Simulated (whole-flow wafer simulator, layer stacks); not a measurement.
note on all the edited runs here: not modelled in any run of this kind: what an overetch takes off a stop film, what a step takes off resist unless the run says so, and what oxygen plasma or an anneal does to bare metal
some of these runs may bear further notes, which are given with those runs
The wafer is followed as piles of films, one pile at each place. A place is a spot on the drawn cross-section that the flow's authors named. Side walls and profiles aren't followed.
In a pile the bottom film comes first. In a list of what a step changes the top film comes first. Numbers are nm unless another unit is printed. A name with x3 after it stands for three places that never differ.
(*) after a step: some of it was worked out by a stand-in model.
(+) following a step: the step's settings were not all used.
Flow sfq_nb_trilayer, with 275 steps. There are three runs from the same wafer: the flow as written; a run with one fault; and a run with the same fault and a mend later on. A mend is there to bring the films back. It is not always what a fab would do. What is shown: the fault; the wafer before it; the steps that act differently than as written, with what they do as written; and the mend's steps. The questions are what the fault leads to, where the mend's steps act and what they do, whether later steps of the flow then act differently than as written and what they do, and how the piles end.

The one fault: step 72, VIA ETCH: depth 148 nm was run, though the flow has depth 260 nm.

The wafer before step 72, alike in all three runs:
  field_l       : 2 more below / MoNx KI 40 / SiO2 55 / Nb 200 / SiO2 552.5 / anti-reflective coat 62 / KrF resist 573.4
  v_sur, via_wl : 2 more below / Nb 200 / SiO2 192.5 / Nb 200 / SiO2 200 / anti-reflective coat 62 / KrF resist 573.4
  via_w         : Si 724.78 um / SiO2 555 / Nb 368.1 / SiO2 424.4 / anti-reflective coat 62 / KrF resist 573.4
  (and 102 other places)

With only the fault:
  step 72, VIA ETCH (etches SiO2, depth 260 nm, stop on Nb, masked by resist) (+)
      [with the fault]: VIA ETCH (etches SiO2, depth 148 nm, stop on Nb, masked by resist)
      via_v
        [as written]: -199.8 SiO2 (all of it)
        [with the fault]: -148 SiO2
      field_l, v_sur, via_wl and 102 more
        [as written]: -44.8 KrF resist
        [with the fault]: -25.5 KrF resist
  Steps later in the flow that act otherwise than as written (5 more steps, not shown, differ only slightly: by at most 2% or 0.5 nm, whichever is larger):
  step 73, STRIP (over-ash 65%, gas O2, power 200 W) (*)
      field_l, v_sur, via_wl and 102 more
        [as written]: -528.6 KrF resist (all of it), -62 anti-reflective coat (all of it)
        [with the fault]: -547.9 KrF resist (all of it), -62 anti-reflective coat (all of it)
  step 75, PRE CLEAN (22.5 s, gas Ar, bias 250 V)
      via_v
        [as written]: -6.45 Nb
        [with the fault]: -7.5 SiO2
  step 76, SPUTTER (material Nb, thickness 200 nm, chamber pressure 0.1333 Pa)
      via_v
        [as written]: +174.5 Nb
        [with the fault]: +184.8 Nb (new film)
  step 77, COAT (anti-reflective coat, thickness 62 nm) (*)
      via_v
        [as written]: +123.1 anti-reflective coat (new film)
        [with the fault]: +111.1 anti-reflective coat (new film)
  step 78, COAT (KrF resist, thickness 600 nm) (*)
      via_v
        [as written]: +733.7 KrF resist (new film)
        [with the fault]: +692.6 KrF resist (new film)
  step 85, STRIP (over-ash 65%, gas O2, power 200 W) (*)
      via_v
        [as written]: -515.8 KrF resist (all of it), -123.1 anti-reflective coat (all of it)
        [with the fault]: -474.7 KrF resist (all of it), -111.1 anti-reflective coat (all of it)
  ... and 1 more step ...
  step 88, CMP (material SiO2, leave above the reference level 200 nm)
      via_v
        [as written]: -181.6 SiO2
        [with the fault]: -157.1 SiO2
  At via_v, the piles at the end differ from the flow's by more than 2% or 0.5 nm, whichever is larger.
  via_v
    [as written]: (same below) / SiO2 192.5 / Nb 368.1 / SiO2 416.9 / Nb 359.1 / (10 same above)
    [with the fault]: (same below) / SiO2 192.5 / Nb 200 / SiO2 44.3 / Nb 184.8 / SiO2 355.8 / Nb 359.1 / (10 same above)

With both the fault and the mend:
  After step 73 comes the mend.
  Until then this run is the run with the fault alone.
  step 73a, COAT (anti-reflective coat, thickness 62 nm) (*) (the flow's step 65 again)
      p4_fl x3, p4_w1 x9, p4_g1 x2 and 63 more
        +62 anti-reflective coat (new film)
      be_r, r_sur, res and 7 more
        +61.8 anti-reflective coat (new film)
      field_l, jj_sur, ce_l
        +61.6 anti-reflective coat (new film)
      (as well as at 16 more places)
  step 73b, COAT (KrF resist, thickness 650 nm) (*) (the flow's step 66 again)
      p4_fl x3, p4_w1 x9, p4_g1 x2 and 63 more
        +650 KrF resist (new film)
      lsp_l, ln_m5, lsp_m, ln_m6, lsp_r, l0_sur, l0v
        +649.7 KrF resist (new film)
      r_end, moat, field_r
        +649.6 KrF resist (new film)
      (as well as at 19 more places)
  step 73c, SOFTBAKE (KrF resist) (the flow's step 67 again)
      alters no film at any place that is followed
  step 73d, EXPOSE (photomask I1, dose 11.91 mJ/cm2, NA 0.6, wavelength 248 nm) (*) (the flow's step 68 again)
      alters no film at any place that is followed
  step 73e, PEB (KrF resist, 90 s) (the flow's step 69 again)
      c5j, ce_r, sp_r and 90 more
        -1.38 KrF resist
      field_l, v_sur, via_wl and 9 more
        -1.37 KrF resist
      via_v
        -1.59 KrF resist
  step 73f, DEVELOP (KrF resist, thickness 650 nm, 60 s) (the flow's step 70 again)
      field_l, v_sur, via_wl and 102 more
        -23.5 KrF resist
      via_v
        -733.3 KrF resist (all of it)
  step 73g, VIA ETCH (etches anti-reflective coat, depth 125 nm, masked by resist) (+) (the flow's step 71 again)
      field_l, v_sur, via_wl and 102 more
        -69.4 KrF resist
      via_v
        -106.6 anti-reflective coat (all of it)
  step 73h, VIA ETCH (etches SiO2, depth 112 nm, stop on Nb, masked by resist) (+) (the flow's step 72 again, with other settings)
      field_l, v_sur, via_wl and 102 more
        -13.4 KrF resist
      via_v
        -51.8 SiO2 (all of it)
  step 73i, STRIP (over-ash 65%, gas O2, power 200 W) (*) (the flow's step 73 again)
      p4_fl x3, p4_w1 x9, p4_g1 x2 and 63 more
        -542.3 KrF resist (all of it), -62 anti-reflective coat (all of it)
      r_end, moat, field_r, lsp_l, ln_m5
        -541.9 KrF resist (all of it), -61.8 anti-reflective coat (all of it)
      v_sur, gap
        -540.6 KrF resist (all of it), -61.5 anti-reflective coat (all of it)
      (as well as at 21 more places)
  None of the later steps of the flow differs from how it acts as written, at any place that is followed, by more than 2% or 0.5 nm, whichever is larger.
  When the end is reached, the piles differ only a little from the flow's at the places that both follow, at most by 2% or 0.5 nm, whichever is larger.
